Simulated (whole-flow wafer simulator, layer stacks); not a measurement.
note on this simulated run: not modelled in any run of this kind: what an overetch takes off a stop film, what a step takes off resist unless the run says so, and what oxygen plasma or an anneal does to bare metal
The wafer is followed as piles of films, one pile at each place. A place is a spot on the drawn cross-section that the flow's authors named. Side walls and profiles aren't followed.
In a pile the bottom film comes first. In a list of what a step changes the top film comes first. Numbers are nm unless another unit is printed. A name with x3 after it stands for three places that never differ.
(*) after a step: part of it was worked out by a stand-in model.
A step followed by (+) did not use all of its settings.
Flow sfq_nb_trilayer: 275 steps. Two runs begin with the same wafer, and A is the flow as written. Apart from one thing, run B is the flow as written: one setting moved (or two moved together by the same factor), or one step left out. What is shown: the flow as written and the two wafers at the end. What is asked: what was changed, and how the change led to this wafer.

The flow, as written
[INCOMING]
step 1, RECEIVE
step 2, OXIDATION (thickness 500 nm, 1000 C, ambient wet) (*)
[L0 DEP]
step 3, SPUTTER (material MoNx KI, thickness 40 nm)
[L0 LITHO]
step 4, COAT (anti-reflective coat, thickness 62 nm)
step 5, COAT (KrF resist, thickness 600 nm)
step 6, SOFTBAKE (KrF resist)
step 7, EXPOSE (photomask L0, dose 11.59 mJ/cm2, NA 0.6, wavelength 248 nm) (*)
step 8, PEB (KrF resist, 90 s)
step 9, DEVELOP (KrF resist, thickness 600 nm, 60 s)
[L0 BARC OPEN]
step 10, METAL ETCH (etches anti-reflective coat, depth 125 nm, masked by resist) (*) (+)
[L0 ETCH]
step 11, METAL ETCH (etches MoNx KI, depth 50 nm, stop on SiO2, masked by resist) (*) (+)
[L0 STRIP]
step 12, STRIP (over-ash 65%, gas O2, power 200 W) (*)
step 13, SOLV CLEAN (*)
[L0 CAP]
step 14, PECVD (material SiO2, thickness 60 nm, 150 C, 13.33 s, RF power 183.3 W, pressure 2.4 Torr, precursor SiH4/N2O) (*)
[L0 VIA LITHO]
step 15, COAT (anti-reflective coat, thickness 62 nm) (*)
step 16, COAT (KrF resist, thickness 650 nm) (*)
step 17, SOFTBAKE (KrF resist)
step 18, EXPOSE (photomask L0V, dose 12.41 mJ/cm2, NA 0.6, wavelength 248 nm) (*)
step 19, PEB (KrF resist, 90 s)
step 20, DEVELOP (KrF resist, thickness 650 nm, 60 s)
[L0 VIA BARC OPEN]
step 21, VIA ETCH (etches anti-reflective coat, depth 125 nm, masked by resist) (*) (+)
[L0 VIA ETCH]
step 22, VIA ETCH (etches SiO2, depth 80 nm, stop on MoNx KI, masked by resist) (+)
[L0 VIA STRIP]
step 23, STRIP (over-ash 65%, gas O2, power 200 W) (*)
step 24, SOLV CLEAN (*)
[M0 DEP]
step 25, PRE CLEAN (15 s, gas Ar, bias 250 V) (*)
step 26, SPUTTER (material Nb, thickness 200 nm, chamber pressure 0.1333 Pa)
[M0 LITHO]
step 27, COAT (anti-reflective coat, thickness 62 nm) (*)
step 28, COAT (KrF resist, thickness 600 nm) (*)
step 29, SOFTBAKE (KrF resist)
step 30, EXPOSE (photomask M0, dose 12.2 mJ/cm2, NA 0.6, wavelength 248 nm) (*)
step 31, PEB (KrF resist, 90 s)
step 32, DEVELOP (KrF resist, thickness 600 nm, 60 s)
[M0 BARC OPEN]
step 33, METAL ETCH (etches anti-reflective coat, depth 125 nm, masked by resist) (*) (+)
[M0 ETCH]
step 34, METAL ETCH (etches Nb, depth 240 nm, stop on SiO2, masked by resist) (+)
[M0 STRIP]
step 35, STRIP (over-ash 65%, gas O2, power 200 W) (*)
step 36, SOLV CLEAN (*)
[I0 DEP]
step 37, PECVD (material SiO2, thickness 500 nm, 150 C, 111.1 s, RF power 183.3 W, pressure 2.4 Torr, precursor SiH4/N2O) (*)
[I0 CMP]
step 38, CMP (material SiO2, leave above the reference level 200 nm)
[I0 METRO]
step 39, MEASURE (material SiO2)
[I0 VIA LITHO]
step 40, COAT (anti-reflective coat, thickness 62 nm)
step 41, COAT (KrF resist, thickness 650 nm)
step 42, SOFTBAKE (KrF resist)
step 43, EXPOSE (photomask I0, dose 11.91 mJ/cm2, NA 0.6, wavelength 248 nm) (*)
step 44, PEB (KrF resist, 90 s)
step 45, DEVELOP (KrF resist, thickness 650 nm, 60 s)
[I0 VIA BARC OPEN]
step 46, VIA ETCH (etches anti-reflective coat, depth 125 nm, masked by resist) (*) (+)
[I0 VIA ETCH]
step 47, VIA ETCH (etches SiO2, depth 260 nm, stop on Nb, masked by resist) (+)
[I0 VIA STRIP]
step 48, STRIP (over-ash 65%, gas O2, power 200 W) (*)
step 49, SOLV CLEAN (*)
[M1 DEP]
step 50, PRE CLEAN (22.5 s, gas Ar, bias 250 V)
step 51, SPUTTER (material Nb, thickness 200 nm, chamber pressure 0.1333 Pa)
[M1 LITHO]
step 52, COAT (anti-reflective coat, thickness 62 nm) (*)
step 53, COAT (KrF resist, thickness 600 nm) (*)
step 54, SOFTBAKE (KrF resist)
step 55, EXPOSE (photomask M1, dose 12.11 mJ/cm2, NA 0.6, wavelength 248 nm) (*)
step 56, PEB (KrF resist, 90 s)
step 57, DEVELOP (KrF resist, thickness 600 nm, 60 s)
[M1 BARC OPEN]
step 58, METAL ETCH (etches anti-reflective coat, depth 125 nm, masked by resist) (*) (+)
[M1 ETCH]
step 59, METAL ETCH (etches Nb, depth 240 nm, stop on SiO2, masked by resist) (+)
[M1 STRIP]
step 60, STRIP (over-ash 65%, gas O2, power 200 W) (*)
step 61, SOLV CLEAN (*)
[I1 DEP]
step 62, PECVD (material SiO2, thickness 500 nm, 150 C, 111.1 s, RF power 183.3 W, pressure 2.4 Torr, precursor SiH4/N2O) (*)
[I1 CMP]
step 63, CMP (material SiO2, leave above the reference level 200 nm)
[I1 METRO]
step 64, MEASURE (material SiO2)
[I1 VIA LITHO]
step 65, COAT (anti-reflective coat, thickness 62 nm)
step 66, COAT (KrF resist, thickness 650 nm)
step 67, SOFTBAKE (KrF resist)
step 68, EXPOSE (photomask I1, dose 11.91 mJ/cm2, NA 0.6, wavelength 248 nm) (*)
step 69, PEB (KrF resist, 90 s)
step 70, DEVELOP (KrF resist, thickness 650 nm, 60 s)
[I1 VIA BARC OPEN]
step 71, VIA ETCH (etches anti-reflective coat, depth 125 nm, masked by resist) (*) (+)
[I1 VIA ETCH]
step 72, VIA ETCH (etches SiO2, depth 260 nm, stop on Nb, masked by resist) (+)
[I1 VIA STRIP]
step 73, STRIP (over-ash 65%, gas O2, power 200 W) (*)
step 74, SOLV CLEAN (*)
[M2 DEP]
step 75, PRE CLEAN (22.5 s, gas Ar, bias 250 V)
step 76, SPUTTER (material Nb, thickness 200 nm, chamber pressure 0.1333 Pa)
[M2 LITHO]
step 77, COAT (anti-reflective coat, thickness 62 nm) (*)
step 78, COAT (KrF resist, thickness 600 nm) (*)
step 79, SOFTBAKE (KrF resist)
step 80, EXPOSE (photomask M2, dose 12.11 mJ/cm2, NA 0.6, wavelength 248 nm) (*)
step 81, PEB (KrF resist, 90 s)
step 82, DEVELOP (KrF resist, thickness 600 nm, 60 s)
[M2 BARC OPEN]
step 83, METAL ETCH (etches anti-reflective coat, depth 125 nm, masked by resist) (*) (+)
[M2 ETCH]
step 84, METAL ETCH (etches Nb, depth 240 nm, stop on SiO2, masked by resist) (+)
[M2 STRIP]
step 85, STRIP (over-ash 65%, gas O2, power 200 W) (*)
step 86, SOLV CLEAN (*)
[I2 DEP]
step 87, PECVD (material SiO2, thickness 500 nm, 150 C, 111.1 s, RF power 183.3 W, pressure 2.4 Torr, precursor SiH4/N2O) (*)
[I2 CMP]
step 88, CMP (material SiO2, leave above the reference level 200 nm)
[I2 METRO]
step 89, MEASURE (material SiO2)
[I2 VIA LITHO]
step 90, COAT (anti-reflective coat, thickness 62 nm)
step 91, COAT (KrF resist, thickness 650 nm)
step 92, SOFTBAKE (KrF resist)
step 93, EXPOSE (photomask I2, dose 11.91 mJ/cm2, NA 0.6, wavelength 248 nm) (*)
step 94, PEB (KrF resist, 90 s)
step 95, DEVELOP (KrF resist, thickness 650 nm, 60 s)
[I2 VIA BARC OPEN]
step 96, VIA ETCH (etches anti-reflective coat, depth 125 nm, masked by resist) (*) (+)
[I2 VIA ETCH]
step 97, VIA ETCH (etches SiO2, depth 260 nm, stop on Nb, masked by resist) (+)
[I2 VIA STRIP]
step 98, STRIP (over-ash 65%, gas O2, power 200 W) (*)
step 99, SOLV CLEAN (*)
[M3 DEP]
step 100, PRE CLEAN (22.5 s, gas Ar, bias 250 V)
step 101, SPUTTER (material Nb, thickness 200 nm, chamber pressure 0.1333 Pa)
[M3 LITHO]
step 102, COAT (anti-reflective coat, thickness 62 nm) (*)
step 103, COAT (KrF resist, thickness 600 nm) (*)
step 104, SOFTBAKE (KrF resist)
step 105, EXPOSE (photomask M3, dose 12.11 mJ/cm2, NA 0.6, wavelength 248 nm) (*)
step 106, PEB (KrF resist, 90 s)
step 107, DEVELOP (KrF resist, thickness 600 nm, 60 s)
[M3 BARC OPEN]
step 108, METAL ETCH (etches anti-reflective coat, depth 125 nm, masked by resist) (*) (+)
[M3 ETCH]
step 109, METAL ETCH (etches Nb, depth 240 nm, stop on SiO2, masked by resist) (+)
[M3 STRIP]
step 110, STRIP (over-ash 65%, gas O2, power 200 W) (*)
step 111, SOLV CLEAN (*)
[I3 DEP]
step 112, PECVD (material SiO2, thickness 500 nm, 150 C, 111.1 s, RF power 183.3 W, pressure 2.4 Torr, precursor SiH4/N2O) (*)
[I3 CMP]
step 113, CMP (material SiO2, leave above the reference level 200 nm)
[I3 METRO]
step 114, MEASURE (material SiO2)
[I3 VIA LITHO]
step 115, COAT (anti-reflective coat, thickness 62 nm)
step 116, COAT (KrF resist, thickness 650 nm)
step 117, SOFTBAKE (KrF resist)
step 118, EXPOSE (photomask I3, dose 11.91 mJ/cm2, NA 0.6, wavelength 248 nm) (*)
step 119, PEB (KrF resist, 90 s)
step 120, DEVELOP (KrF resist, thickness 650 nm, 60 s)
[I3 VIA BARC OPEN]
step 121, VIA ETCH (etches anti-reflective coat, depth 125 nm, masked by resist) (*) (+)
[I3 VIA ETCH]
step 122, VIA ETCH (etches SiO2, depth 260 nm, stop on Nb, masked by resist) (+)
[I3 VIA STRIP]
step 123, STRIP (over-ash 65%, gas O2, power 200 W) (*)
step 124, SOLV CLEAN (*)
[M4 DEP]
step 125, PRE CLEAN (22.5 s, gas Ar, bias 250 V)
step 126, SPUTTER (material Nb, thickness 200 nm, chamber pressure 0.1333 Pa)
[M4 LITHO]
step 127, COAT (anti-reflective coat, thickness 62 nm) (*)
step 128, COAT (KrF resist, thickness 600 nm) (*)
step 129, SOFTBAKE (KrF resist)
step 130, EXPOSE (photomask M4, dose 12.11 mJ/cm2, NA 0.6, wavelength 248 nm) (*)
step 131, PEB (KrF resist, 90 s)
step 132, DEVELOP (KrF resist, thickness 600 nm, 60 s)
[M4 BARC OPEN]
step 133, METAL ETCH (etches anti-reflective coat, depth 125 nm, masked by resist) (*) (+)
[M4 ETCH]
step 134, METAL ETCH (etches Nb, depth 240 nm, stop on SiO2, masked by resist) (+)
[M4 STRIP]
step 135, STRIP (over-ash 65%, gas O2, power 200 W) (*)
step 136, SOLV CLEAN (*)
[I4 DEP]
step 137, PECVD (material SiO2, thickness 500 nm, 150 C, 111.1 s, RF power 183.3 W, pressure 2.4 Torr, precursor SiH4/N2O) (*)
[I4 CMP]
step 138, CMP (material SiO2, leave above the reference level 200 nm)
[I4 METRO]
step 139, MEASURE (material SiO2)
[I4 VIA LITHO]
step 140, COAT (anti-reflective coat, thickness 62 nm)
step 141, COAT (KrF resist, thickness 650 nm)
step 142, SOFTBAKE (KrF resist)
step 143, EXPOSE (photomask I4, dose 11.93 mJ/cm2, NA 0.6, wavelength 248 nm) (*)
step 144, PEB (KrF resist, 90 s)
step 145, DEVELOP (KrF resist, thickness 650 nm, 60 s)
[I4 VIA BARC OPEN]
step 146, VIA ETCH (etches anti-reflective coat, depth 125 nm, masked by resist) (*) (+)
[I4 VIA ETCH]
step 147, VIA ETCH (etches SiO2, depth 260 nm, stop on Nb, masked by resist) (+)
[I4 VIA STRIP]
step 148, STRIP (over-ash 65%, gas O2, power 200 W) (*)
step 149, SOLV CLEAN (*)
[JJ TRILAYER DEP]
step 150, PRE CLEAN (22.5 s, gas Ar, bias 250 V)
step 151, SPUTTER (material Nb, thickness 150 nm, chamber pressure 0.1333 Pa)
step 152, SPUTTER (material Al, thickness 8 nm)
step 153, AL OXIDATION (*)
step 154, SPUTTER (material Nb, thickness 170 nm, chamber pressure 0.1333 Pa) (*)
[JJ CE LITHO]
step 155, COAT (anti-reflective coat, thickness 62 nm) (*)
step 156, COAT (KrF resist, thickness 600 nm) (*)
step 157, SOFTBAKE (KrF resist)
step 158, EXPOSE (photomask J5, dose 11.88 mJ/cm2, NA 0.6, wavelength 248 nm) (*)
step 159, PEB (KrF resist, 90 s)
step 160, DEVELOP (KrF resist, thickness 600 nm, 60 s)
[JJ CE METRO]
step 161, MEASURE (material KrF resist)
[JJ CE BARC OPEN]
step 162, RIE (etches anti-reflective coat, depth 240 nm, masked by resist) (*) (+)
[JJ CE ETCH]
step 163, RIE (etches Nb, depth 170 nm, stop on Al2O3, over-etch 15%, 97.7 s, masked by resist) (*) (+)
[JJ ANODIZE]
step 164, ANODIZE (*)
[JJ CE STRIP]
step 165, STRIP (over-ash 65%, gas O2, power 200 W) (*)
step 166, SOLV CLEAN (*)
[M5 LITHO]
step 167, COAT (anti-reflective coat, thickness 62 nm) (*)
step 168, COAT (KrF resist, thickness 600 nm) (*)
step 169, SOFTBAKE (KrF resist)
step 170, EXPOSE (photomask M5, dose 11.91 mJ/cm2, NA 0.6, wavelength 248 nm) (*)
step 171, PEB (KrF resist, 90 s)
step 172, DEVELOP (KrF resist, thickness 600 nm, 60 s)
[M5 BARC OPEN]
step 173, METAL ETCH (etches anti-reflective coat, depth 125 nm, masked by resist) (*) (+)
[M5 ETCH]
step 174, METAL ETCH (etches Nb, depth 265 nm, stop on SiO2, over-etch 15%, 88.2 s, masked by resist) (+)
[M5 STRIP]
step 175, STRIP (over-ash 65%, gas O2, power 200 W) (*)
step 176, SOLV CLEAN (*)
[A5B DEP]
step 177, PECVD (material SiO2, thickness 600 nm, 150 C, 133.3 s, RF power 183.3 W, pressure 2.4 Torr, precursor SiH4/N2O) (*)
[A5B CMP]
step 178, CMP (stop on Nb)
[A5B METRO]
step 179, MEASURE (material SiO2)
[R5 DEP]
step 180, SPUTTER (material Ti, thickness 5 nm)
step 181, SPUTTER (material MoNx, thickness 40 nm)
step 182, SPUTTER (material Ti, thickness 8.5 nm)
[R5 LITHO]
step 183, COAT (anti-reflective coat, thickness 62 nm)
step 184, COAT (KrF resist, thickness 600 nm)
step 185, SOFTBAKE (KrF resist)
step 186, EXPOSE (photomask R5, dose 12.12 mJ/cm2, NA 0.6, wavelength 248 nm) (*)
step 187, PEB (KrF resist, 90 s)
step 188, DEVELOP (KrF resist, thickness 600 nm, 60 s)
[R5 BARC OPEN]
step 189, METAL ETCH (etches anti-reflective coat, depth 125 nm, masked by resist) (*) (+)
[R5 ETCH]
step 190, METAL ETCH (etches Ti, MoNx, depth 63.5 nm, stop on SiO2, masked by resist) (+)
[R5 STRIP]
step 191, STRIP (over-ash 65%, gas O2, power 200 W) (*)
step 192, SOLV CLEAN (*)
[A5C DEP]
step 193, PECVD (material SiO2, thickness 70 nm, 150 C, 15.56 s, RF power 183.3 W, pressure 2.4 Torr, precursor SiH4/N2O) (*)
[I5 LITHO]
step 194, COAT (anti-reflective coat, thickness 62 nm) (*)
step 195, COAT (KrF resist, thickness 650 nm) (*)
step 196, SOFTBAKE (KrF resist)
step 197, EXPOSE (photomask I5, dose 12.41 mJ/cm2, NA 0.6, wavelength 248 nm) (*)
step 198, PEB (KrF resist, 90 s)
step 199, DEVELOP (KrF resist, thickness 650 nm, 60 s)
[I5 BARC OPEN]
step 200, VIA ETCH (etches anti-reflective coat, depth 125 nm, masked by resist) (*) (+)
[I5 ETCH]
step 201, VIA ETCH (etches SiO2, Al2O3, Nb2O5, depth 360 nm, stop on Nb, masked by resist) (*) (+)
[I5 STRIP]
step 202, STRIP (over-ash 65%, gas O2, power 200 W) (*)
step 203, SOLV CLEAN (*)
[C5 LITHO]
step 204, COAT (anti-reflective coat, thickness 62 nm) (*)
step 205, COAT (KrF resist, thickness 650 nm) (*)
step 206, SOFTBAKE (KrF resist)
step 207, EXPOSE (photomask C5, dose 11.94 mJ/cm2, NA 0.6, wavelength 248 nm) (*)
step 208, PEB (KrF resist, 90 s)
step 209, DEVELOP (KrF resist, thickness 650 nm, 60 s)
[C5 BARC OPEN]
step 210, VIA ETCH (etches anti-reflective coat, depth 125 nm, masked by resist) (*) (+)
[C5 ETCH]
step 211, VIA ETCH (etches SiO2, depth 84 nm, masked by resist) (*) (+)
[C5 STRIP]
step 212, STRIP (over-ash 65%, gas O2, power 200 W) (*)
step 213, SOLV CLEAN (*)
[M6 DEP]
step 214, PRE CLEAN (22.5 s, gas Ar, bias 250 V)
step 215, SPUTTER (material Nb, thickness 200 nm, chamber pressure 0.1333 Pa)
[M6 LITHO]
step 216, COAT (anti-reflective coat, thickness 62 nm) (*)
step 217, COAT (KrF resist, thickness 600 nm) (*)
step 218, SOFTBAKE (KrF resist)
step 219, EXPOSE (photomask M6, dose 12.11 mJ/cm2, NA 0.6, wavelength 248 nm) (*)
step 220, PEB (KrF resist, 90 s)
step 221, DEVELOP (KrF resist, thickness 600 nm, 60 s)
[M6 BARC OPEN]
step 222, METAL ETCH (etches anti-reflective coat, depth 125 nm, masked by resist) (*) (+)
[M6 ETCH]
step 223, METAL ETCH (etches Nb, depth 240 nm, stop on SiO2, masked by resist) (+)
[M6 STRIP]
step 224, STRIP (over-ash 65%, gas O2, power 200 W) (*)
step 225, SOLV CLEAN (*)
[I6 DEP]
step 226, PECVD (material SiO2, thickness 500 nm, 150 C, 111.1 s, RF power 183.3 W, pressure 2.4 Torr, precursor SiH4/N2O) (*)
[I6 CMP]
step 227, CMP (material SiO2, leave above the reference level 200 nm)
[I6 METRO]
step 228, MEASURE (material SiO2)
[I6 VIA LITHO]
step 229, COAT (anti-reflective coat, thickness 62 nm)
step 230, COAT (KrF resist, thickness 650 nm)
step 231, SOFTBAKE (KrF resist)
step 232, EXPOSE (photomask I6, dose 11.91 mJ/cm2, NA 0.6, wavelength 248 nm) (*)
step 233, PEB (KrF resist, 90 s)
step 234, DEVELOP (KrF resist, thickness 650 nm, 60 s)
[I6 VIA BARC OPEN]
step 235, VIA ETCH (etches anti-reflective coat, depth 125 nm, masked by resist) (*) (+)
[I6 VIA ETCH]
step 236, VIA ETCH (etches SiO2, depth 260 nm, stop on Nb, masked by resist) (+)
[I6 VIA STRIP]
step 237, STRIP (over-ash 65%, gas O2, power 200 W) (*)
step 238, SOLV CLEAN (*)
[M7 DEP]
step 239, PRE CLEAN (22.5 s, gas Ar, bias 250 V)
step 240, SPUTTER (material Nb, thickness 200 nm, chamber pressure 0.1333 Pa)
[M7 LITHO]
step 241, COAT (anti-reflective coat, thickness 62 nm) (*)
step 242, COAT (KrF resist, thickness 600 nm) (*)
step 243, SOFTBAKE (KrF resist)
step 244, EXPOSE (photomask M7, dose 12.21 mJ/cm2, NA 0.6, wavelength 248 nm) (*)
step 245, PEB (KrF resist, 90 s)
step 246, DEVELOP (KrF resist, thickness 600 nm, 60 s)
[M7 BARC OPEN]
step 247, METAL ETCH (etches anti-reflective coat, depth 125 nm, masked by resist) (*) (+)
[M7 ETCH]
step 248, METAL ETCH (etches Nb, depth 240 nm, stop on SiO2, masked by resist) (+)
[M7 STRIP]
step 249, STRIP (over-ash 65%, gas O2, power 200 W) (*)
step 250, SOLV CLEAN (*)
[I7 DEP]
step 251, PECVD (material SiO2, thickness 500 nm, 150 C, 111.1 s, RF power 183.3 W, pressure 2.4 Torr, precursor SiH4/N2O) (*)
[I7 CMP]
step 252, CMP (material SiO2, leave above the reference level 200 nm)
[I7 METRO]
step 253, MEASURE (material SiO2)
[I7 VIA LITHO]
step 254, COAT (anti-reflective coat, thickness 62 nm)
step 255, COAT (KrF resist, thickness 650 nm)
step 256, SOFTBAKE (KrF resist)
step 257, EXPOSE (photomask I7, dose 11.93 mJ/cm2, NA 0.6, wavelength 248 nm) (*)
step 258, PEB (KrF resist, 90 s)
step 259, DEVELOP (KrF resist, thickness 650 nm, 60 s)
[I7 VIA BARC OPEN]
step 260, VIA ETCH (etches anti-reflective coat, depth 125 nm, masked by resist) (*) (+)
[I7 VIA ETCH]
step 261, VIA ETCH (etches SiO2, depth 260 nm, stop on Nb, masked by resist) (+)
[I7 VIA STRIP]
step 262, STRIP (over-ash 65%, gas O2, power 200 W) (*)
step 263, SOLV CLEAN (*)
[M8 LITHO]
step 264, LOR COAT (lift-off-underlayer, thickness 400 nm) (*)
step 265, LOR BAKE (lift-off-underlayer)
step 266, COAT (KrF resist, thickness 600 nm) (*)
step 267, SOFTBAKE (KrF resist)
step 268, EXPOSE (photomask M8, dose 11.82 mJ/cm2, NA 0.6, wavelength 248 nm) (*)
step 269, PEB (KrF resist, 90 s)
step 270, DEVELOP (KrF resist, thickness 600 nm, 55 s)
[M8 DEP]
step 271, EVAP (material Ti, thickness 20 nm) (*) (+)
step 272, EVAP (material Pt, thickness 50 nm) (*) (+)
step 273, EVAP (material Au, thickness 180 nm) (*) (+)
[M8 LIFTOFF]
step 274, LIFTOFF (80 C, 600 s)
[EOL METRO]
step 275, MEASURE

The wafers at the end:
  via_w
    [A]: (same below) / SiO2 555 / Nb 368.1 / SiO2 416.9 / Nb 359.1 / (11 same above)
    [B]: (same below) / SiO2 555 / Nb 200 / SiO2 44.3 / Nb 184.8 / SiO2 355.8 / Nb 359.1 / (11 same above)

Cause: step 47, VIA ETCH: depth 148 nm was run, though the flow has depth 260 nm.

Step by step, how the change led to this:
  step 47, VIA ETCH (etches SiO2, depth 260 nm, stop on Nb, masked by resist) (+)
      via_w: A SiO2 loses 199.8 (all of it) | B SiO2 loses 148
      field_l, v_sur, via_wl and 102 more: A KrF resist loses 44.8 | B KrF resist loses 25.5
  step 48, STRIP (over-ash 65%, gas O2, power 200 W) (*)
      field_l, v_sur, via_wl and 102 more: A KrF resist loses 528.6 (all of it), anti-reflective coat loses 62 (all of it) | B KrF resist loses 547.9 (all of it), anti-reflective coat loses 62 (all of it)
  step 50, PRE CLEAN (22.5 s, gas Ar, bias 250 V)
      via_w: A Nb loses 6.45 | B SiO2 loses 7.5
  step 51, SPUTTER (material Nb, thickness 200 nm, chamber pressure 0.1333 Pa)
      via_w: A Nb gains 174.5 | B Nb gains 184.8 (new film)
  step 52, COAT (anti-reflective coat, thickness 62 nm) (*)
      via_wl: A anti-reflective coat gains 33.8 (new film) | B anti-reflective coat gains 36.1 (new film)
      via_w: A anti-reflective coat gains 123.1 (new film) | B anti-reflective coat gains 111.1 (new film)
  step 53, COAT (KrF resist, thickness 600 nm) (*)
      via_w: A KrF resist gains 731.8 (new film) | B KrF resist gains 690.6 (new film)
  step 60, STRIP (over-ash 65%, gas O2, power 200 W) (*)
      via_wl: A KrF resist loses 385.5 (all of it), anti-reflective coat loses 33.8 (all of it) | B KrF resist loses 389.4 (all of it), anti-reflective coat loses 36.1 (all of it)
      via_w: A KrF resist loses 513.8 (all of it), anti-reflective coat loses 123.1 (all of it) | B KrF resist loses 472.7 (all of it), anti-reflective coat loses 111.1 (all of it)
  step 62, PECVD (material SiO2, thickness 500 nm, 150 C, 111.1 s, RF power 183.3 W, pressure 2.4 Torr, precursor SiH4/N2O) (*)
      via_w: A SiO2 gains 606 (new film) | B SiO2 gains 520.4 (new film)
  step 63, CMP (material SiO2, leave above the reference level 200 nm)
      via_w: A SiO2 loses 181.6 | B SiO2 loses 157.1
With metal films that touch counted as one body, via_w has 6 bodies (between them, from the top down: SiO2 192.5; SiO2 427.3 / Al2O3 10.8 / Nb2O5 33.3; SiO2 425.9; SiO2 355.8; SiO2 44.3); the flow as written gives 5 bodies (between them, from the top down: SiO2 192.5; SiO2 427.3 / Al2O3 10.8 / Nb2O5 33.3; SiO2 425.9; SiO2 416.9).
